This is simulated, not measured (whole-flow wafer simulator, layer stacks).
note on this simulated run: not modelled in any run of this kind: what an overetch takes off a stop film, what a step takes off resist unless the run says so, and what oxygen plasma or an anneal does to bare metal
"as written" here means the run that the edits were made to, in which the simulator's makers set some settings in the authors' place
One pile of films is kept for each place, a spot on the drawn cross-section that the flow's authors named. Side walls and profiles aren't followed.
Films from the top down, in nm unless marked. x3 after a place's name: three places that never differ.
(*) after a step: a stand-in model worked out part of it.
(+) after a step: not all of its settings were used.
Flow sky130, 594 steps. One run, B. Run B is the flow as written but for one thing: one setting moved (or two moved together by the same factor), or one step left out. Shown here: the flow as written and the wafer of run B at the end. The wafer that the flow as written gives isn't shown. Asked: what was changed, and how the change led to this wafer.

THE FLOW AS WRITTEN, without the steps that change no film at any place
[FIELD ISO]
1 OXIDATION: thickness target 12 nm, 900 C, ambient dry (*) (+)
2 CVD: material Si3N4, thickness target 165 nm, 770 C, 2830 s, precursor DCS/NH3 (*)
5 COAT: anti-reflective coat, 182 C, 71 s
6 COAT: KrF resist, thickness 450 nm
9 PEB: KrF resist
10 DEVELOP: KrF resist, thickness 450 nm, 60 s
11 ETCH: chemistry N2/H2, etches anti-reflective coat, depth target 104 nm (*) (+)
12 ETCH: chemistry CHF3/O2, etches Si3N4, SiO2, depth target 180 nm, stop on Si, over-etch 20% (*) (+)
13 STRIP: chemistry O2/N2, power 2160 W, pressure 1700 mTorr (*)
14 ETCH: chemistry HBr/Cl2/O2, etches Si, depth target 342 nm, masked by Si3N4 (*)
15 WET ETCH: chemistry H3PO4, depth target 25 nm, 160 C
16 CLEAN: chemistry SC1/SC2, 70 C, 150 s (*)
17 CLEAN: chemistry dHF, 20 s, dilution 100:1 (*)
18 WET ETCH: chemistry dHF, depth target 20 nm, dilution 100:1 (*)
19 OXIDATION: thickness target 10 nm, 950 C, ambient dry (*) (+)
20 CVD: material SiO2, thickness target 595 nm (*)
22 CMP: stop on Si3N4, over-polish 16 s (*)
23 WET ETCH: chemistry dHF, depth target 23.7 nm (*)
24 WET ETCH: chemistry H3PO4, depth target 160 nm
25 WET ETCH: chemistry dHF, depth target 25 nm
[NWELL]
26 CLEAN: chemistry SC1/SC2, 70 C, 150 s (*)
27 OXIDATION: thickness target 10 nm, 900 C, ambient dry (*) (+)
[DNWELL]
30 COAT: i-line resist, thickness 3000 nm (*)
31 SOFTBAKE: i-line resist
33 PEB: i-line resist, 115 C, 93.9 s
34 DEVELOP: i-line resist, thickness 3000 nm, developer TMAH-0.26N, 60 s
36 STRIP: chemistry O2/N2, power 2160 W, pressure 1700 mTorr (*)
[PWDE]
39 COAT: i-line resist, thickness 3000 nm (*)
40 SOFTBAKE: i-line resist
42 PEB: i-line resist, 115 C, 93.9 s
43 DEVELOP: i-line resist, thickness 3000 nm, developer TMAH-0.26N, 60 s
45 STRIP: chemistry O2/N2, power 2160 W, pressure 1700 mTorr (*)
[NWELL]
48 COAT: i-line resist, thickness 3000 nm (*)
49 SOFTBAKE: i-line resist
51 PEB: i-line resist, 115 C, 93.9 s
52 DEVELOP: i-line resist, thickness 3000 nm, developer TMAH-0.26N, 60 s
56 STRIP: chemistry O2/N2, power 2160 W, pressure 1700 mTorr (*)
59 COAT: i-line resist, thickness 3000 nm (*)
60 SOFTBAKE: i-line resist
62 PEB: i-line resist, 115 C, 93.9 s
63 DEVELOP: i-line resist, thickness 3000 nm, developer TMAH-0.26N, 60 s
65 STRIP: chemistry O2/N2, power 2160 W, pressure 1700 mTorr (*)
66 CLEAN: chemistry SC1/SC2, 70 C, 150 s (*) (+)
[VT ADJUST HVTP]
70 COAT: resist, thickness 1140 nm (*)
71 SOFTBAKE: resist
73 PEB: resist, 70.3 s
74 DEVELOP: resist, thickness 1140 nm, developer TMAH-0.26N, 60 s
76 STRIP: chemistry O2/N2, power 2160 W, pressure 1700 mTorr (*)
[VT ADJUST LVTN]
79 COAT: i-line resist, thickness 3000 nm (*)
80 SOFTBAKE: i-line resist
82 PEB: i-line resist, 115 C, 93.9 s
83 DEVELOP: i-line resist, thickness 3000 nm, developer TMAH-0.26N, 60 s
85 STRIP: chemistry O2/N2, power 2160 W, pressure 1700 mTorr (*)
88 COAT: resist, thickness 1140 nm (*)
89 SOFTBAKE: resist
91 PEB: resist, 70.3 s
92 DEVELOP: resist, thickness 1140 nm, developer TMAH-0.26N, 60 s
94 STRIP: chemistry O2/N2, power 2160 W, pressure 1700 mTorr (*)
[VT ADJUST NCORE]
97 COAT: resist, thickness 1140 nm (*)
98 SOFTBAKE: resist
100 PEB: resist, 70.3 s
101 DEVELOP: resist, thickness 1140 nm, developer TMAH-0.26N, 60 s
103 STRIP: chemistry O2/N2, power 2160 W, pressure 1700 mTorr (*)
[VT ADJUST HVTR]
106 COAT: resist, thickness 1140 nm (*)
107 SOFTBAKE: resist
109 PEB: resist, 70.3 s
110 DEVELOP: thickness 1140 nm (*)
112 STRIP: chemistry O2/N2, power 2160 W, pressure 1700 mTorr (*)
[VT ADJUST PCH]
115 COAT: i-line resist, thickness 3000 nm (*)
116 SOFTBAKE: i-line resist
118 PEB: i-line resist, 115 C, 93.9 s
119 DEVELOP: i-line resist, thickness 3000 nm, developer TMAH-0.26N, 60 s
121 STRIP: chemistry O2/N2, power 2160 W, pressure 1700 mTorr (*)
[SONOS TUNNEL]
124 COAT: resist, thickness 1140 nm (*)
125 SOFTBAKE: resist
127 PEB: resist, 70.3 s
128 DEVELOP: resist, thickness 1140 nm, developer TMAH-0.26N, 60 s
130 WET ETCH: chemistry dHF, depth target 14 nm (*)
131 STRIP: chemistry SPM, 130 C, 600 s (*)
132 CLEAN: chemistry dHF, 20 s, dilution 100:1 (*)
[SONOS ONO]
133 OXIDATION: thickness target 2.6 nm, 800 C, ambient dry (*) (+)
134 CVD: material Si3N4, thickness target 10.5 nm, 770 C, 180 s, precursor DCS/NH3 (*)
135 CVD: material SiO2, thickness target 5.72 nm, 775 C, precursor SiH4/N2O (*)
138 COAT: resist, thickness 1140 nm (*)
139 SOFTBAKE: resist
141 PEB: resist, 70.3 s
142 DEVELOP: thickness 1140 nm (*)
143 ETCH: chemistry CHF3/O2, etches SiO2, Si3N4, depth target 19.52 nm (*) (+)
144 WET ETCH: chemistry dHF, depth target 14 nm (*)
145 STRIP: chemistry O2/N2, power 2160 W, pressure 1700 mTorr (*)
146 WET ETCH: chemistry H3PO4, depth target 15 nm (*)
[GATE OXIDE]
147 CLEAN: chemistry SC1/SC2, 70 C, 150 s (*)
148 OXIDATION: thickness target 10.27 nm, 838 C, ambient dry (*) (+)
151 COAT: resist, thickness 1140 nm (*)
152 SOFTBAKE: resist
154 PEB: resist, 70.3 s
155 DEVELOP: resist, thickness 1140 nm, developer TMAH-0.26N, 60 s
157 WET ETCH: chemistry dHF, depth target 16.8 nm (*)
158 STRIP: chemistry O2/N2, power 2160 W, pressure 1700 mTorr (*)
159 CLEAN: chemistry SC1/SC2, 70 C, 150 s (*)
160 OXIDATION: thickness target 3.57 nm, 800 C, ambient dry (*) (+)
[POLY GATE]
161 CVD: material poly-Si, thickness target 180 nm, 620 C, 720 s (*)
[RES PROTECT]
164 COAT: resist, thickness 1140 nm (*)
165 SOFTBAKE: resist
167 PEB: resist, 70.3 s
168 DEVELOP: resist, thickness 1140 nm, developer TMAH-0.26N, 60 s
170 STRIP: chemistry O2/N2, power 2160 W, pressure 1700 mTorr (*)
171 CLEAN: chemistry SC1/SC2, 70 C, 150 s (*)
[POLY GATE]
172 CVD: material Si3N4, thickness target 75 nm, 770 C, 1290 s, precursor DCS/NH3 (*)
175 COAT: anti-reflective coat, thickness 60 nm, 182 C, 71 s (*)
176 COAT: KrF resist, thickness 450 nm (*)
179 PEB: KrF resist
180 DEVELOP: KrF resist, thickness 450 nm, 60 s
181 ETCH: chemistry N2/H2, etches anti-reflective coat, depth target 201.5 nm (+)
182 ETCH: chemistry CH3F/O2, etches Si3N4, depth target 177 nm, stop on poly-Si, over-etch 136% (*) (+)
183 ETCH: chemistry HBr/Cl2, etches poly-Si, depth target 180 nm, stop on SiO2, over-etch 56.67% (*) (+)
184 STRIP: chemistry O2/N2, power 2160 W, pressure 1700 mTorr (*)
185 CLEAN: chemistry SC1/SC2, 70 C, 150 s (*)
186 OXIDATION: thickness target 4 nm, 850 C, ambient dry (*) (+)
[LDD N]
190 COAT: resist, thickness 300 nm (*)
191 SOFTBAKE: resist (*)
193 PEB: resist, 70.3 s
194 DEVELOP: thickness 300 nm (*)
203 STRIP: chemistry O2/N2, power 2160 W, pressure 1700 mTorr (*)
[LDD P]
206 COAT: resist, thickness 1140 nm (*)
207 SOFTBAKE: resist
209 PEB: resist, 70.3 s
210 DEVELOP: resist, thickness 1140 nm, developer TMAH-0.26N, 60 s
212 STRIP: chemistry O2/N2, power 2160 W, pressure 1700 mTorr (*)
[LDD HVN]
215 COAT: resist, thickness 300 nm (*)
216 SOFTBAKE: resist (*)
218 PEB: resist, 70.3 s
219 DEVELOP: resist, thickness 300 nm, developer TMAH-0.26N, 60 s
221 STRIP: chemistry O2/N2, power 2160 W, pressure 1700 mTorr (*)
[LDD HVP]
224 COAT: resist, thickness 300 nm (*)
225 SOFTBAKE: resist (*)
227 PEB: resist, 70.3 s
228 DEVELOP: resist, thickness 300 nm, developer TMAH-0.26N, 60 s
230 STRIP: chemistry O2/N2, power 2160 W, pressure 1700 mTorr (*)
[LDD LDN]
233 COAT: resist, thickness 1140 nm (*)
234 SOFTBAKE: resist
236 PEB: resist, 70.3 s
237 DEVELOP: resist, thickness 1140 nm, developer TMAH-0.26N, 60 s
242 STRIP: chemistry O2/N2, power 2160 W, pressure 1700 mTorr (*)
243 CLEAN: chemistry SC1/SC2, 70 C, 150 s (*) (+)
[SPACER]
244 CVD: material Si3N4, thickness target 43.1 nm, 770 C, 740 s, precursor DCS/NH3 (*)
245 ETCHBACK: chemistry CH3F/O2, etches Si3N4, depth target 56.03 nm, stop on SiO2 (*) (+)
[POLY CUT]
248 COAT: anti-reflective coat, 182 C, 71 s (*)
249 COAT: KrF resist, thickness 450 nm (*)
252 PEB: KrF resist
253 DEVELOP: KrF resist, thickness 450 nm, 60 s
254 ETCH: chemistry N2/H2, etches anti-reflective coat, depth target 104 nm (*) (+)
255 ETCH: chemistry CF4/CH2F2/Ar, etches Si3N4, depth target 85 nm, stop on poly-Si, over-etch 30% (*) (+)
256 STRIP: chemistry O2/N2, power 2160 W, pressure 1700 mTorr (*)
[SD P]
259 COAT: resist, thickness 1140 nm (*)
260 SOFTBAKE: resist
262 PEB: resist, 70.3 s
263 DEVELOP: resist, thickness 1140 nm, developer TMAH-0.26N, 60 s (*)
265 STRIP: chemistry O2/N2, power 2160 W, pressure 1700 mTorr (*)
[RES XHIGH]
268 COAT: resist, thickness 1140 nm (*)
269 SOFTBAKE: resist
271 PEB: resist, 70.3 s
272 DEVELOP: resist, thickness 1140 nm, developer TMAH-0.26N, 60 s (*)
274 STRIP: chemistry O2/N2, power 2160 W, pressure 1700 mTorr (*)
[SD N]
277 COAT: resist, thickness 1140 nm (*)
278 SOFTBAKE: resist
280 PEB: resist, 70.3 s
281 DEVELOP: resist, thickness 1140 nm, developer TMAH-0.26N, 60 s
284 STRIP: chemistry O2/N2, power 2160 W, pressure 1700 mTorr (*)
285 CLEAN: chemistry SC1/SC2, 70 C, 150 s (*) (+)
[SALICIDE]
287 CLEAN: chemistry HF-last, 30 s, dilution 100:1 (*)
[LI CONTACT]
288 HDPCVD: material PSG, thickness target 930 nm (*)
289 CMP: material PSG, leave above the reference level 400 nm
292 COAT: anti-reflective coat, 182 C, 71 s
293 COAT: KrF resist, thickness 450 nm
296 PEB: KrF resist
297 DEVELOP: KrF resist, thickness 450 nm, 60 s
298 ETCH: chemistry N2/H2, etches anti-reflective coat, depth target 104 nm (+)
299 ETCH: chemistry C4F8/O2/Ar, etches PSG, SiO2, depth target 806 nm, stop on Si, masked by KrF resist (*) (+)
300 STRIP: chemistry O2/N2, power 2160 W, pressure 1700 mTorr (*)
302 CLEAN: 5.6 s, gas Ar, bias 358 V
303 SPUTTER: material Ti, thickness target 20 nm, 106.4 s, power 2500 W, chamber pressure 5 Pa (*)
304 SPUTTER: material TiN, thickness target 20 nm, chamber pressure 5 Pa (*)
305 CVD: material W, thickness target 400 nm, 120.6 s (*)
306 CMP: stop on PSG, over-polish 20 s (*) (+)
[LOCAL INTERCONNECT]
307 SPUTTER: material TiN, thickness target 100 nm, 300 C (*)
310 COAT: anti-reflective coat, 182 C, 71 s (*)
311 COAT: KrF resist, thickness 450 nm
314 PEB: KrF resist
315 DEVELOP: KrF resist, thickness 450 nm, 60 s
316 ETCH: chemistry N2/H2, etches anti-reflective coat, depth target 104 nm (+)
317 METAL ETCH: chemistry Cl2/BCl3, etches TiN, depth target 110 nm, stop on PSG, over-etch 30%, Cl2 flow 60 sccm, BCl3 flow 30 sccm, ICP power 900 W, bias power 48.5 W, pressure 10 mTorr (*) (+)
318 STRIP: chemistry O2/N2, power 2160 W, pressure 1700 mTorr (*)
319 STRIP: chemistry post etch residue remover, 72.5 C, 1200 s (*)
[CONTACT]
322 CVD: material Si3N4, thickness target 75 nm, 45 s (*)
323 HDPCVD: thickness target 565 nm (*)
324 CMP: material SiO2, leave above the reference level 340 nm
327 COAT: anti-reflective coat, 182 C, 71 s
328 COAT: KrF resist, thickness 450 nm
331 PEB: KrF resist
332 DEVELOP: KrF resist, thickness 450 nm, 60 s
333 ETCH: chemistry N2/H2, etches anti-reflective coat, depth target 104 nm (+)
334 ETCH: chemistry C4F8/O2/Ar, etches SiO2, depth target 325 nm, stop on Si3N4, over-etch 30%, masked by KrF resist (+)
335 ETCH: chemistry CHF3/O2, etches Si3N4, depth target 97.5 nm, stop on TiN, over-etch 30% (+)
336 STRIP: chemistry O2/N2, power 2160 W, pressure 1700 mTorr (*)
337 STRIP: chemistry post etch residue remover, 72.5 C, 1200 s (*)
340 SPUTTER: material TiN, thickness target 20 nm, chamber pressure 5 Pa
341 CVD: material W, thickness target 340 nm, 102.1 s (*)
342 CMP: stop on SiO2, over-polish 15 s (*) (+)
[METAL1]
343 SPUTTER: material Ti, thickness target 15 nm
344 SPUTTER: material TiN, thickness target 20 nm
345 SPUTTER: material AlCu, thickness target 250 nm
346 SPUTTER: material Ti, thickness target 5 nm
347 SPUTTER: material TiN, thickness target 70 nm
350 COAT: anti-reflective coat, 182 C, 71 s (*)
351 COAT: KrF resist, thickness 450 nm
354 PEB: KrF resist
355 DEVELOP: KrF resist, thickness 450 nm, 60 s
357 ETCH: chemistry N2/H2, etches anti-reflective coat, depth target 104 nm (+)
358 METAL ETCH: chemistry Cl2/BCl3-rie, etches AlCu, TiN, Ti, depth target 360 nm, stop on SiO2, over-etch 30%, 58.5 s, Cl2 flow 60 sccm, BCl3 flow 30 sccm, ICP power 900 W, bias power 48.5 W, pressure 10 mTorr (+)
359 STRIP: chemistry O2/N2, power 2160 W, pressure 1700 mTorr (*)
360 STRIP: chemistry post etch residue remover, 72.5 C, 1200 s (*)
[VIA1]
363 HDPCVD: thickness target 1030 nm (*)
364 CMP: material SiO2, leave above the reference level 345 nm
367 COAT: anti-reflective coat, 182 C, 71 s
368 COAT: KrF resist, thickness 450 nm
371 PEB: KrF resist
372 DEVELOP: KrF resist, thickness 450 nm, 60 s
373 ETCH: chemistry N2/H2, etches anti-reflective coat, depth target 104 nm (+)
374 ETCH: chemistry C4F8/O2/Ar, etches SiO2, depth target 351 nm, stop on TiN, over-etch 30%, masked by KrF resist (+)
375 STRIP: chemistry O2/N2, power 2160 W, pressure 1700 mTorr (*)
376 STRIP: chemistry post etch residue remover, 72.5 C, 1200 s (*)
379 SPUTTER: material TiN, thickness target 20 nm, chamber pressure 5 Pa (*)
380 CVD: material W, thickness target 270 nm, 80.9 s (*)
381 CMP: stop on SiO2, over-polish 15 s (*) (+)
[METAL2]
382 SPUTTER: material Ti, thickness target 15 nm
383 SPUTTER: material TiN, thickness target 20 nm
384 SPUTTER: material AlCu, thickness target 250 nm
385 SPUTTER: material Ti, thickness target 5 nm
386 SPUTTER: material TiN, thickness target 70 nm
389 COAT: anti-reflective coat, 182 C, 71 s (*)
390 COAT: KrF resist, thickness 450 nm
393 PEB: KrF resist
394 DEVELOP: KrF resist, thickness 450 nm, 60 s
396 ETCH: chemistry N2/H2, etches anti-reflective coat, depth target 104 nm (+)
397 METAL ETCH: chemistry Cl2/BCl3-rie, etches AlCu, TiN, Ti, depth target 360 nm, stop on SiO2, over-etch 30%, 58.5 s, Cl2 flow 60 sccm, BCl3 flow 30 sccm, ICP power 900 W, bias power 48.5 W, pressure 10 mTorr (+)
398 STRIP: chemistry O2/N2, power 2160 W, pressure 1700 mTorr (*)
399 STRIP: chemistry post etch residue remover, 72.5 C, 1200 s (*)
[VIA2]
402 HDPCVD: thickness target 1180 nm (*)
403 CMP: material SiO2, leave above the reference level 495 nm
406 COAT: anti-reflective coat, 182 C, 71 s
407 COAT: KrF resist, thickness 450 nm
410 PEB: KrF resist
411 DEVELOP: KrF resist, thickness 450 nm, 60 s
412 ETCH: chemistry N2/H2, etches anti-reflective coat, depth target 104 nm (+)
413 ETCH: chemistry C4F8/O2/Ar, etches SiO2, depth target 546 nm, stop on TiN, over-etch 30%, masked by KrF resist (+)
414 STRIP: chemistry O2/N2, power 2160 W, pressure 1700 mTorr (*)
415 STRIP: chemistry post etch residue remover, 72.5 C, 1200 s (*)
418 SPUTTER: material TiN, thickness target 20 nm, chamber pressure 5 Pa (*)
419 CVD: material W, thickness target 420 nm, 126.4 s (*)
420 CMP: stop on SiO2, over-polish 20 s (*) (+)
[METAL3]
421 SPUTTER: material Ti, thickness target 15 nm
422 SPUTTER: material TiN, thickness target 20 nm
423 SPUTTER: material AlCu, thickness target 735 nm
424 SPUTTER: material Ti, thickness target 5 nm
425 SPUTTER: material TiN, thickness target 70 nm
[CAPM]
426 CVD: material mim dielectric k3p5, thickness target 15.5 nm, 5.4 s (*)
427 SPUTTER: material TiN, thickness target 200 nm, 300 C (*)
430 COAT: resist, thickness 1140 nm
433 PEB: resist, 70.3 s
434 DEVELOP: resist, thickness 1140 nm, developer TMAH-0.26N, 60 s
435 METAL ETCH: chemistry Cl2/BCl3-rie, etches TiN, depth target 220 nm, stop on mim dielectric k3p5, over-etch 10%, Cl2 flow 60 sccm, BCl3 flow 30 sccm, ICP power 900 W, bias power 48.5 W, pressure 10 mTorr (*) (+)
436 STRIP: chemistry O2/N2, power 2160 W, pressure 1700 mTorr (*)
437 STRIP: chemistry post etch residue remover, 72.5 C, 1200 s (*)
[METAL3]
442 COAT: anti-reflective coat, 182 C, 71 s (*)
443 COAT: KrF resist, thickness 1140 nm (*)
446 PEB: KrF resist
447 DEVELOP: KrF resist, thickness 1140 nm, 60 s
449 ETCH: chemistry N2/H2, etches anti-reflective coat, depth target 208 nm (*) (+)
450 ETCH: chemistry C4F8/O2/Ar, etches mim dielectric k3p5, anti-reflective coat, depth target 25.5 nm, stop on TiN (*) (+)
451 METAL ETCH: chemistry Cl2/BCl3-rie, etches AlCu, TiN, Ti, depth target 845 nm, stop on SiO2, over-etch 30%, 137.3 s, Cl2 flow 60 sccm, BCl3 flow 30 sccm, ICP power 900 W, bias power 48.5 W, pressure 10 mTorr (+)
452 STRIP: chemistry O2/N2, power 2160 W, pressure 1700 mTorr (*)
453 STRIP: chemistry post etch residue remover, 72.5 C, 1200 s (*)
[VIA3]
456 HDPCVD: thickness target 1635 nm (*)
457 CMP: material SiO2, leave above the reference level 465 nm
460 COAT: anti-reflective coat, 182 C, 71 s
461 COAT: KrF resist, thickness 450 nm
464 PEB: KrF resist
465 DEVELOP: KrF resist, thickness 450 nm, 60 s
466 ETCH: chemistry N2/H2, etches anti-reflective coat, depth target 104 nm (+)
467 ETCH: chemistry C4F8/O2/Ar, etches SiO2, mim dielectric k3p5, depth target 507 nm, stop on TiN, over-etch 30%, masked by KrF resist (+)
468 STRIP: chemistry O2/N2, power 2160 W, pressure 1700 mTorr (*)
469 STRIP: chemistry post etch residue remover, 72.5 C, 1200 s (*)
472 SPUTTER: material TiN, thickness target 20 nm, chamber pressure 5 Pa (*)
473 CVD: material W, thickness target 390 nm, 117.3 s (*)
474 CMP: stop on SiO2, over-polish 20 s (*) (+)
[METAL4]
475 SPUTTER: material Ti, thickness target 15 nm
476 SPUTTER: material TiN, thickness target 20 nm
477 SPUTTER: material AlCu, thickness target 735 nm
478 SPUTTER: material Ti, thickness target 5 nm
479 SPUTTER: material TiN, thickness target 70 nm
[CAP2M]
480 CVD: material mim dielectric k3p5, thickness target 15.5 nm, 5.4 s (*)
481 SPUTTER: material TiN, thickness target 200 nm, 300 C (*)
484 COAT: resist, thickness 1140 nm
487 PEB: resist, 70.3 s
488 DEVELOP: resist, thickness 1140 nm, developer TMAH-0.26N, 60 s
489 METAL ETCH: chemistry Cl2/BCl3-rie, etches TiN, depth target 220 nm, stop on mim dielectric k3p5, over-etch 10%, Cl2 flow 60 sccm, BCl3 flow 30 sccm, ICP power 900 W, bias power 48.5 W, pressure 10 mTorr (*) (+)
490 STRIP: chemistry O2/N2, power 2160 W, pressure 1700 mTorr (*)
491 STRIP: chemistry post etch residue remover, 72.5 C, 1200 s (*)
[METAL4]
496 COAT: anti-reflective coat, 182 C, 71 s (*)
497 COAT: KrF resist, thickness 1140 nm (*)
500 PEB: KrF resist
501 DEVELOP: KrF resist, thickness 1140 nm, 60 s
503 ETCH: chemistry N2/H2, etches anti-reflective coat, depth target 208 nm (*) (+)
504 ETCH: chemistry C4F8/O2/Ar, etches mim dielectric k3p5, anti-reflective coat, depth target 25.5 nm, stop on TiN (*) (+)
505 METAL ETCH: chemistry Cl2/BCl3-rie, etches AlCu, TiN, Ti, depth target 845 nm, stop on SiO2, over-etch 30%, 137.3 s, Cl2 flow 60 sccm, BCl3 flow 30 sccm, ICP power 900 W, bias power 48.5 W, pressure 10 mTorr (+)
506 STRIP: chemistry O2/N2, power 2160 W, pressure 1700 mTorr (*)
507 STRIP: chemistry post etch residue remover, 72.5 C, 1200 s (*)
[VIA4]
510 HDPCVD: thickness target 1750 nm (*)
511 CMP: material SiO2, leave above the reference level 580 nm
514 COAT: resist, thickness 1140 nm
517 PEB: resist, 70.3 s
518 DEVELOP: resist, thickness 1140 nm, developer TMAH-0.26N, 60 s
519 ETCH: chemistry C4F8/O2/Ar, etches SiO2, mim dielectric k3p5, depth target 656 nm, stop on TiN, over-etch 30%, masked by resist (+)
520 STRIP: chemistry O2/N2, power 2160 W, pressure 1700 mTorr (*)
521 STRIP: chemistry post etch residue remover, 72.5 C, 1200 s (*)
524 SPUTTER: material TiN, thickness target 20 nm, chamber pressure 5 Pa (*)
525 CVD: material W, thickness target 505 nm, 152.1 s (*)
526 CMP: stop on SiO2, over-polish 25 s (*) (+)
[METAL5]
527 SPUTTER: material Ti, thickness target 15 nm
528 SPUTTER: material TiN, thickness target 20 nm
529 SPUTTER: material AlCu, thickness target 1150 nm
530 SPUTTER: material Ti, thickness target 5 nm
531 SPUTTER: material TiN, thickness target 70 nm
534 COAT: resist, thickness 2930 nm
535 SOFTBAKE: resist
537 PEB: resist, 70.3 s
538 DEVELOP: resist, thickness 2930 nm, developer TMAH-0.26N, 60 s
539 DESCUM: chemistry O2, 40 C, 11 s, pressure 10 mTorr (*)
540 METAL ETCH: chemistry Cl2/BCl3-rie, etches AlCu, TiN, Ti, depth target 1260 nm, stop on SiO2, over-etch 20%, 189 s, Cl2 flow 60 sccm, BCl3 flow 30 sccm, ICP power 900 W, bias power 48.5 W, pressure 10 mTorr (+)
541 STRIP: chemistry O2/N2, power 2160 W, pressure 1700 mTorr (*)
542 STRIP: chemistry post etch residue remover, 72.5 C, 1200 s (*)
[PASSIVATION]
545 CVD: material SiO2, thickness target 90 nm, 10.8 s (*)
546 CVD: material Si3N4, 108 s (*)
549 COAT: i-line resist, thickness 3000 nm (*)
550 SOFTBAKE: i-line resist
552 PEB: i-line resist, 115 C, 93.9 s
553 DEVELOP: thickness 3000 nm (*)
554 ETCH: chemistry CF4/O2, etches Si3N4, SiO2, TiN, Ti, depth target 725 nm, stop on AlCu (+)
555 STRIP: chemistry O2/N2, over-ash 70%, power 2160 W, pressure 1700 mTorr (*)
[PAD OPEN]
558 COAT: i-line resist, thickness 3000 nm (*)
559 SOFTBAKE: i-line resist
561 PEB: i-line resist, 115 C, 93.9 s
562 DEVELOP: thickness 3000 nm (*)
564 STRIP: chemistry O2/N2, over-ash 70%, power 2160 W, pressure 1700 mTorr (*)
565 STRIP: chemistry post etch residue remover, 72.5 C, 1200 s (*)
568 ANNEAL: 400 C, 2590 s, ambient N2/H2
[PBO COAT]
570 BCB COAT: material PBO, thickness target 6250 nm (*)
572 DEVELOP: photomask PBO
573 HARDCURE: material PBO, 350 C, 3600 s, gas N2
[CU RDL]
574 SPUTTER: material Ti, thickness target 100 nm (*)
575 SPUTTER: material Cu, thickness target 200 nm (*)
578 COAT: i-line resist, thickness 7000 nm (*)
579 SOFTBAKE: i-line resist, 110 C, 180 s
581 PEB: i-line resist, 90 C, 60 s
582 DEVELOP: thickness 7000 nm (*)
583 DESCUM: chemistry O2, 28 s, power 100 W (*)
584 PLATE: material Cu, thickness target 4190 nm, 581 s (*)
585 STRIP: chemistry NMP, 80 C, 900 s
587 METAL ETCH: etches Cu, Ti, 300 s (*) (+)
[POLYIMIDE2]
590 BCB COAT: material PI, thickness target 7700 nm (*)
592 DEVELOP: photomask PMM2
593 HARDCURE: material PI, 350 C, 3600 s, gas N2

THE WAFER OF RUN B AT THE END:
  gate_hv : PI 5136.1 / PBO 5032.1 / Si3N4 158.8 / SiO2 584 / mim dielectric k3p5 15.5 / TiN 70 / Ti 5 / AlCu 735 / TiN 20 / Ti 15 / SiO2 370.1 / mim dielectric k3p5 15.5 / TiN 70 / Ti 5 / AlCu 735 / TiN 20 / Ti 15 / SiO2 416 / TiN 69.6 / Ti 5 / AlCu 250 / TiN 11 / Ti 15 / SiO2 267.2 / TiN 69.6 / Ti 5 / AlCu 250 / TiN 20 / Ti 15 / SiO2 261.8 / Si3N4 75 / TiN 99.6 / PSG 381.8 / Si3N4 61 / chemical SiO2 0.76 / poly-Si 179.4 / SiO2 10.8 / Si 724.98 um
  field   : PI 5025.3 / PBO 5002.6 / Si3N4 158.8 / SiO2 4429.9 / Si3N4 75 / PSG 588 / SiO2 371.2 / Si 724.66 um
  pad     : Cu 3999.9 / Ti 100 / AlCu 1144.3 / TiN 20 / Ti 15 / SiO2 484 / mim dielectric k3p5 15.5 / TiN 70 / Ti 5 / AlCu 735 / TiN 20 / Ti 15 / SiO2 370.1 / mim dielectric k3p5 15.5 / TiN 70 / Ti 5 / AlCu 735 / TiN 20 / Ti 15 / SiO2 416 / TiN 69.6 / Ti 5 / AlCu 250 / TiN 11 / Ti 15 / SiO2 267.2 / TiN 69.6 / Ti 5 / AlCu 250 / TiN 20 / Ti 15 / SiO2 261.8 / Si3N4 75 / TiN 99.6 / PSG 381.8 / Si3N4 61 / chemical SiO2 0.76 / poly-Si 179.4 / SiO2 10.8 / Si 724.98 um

The cause: step 383, SPUTTER: thickness target 11 nm was run, where the flow has thickness target 20 nm.
It can be read off the wafer: gate_hv has TiN 11, and step 383 as written asks for 20 nm.

How the change led to this, step by step:
  383 SPUTTER: material TiN, thickness target 20 nm
      field, active, n_well and 188 more: TiN +11 (new film) (as written it would be: TiN +20 (new film))
  397 METAL ETCH: chemistry Cl2/BCl3-rie, etches AlCu, TiN, Ti, depth target 360 nm, stop on SiO2, over-etch 30%, 58.5 s, Cl2 flow 60 sccm, BCl3 flow 30 sccm, ICP power 900 W, bias power 48.5 W, pressure 10 mTorr (+)
      field, active, gate and 82 more: TiN -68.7 (all of it), Ti -5 (all of it), AlCu -250 (all of it), TiN -11 (all of it), Ti -15 (all of it), SiO2 -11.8 (as written it would be: TiN -68.7 (all of it), Ti -5 (all of it), AlCu -250 (all of it), TiN -20 (all of it), Ti -15 (all of it), SiO2 -10.9)
  403 CMP: material SiO2, leave above the reference level 495 nm
      field, active, gate and 82 more: SiO2 -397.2 (as written it would be: SiO2 -389.1)
